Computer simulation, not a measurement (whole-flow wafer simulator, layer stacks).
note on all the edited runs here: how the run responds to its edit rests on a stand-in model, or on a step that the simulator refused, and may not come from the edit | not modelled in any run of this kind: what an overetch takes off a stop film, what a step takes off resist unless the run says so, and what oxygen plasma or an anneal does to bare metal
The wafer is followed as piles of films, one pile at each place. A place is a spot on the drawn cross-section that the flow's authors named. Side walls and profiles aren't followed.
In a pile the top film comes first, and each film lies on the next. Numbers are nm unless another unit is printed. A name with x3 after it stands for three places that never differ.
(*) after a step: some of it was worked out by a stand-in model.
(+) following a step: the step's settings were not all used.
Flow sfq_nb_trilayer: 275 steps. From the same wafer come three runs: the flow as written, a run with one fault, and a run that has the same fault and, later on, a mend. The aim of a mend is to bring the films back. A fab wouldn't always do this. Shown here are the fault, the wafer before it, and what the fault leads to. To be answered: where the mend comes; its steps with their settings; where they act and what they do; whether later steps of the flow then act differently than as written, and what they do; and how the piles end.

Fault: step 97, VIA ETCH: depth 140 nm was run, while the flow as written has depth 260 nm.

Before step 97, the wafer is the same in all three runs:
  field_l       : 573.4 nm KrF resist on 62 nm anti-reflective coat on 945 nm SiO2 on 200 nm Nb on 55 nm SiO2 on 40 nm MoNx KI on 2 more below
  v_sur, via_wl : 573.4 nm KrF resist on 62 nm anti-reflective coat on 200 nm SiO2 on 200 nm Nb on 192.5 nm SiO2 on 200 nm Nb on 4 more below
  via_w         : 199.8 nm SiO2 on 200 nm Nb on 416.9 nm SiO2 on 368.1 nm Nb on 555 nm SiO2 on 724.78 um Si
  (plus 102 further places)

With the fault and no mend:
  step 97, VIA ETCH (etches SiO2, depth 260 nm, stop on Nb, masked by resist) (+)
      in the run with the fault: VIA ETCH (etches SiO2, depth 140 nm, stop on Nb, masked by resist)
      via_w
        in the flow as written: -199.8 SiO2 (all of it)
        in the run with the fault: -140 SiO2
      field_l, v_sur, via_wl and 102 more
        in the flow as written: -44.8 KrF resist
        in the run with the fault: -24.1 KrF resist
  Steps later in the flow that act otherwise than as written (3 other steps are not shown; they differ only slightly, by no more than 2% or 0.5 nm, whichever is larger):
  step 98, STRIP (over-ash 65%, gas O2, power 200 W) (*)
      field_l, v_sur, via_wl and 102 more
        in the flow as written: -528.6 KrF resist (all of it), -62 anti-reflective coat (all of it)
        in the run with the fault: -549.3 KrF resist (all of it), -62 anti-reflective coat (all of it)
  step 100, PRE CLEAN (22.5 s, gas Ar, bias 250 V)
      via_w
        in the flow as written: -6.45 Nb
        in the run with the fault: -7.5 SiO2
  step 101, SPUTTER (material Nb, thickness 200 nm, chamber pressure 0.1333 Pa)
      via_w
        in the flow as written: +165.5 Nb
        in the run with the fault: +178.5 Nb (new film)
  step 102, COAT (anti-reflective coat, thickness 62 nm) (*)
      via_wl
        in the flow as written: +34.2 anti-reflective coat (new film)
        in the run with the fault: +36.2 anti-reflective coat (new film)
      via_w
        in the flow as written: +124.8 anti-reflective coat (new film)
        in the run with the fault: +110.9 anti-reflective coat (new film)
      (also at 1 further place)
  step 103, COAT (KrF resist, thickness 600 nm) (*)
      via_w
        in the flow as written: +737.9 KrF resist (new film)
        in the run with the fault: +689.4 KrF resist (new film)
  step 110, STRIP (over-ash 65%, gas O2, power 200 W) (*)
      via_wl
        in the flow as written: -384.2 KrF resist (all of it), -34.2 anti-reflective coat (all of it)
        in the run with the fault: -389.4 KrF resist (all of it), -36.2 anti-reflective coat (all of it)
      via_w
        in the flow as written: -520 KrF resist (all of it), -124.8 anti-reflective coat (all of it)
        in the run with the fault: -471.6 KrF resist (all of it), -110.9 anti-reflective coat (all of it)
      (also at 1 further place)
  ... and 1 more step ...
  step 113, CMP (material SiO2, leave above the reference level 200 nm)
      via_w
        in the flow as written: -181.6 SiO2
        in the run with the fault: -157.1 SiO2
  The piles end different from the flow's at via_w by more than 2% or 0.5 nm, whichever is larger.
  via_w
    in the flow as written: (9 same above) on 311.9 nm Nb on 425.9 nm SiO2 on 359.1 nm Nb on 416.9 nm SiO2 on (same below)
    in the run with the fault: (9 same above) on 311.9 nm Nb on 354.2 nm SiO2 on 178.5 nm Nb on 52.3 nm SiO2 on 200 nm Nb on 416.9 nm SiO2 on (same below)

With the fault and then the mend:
  The mend stands after step 98.
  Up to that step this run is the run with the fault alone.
  step 98a, COAT (anti-reflective coat, thickness 62 nm) (*) (the flow's step 90, run once more)
      p4_fl x3, p4_w1 x9, p4_g1 x2 and 63 more
        +62 anti-reflective coat (new film)
      ce_l, c5j, ce_r and 10 more
        +61.8 anti-reflective coat (new film)
      ln_m6, lsp_r, l0_sur, l0v
        +61.9 anti-reflective coat (new film)
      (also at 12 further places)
  step 98b, COAT (KrF resist, thickness 650 nm) (*) (the flow's step 91, run once more)
      p4_fl x3, p4_w1 x9, p4_g1 x2 and 63 more
        +650 KrF resist (new film)
      r_end, moat, field_r and 6 more
        +649.6 KrF resist (new film)
      be_r, r_sur, res, l0v
        +649.5 KrF resist (new film)
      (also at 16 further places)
  step 98c, SOFTBAKE (KrF resist) (the flow's step 92, run once more)
      does not change any film at any place that is followed
  step 98d, EXPOSE (photomask I2, dose 11.91 mJ/cm2, NA 0.6, wavelength 248 nm) (*) (the flow's step 93, run once more)
      does not change any film at any place that is followed
  step 98e, PEB (KrF resist, 90 s) (the flow's step 94, run once more)
      gap, jj_sur, ce_l and 93 more
        -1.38 KrF resist
      via_v, wire, be, be_sur
        -1.37 KrF resist
      field_l, v_sur, via_sp
        -1.36 KrF resist
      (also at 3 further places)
  step 98f, DEVELOP (KrF resist, thickness 650 nm, 60 s) (the flow's step 95, run once more)
      field_l, v_sur, via_wl and 102 more
        -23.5 KrF resist
      via_w
        -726 KrF resist (all of it)
  step 98g, VIA ETCH (etches anti-reflective coat, depth 125 nm, masked by resist) (+) (the flow's step 96, run once more)
      field_l, v_sur, via_wl and 102 more
        -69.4 KrF resist
      via_w
        -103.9 anti-reflective coat (all of it), -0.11 SiO2
  step 98h, VIA ETCH (etches SiO2, depth 120 nm, stop on Nb, masked by resist) (+) (the flow's step 97, run once more with other settings)
      field_l, v_sur, via_wl and 100 more
        -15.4 KrF resist
      ce_r, lsp_l
        -15.5 KrF resist
      via_w
        -59.7 SiO2 (all of it)
  step 98i, STRIP (over-ash 65%, gas O2, power 200 W) (*) (the flow's step 98, run once more)
      p4_fl x3, p4_w1 x9, p4_g1 x2 and 63 more
        -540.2 KrF resist (all of it), -62 anti-reflective coat (all of it)
      res, r_end, moat, field_r, lsp_l, ln_m5, lsp_m
        -539.8 KrF resist (all of it), -61.8 anti-reflective coat (all of it)
      ln_m6, lsp_r, l0_sur, l0v
        -539.8 KrF resist (all of it), -61.9 anti-reflective coat (all of it)
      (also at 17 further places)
  Later steps of the flow that are run all act as written at every place that is followed.
  The piles end the same as the flow's at every place that both follow.
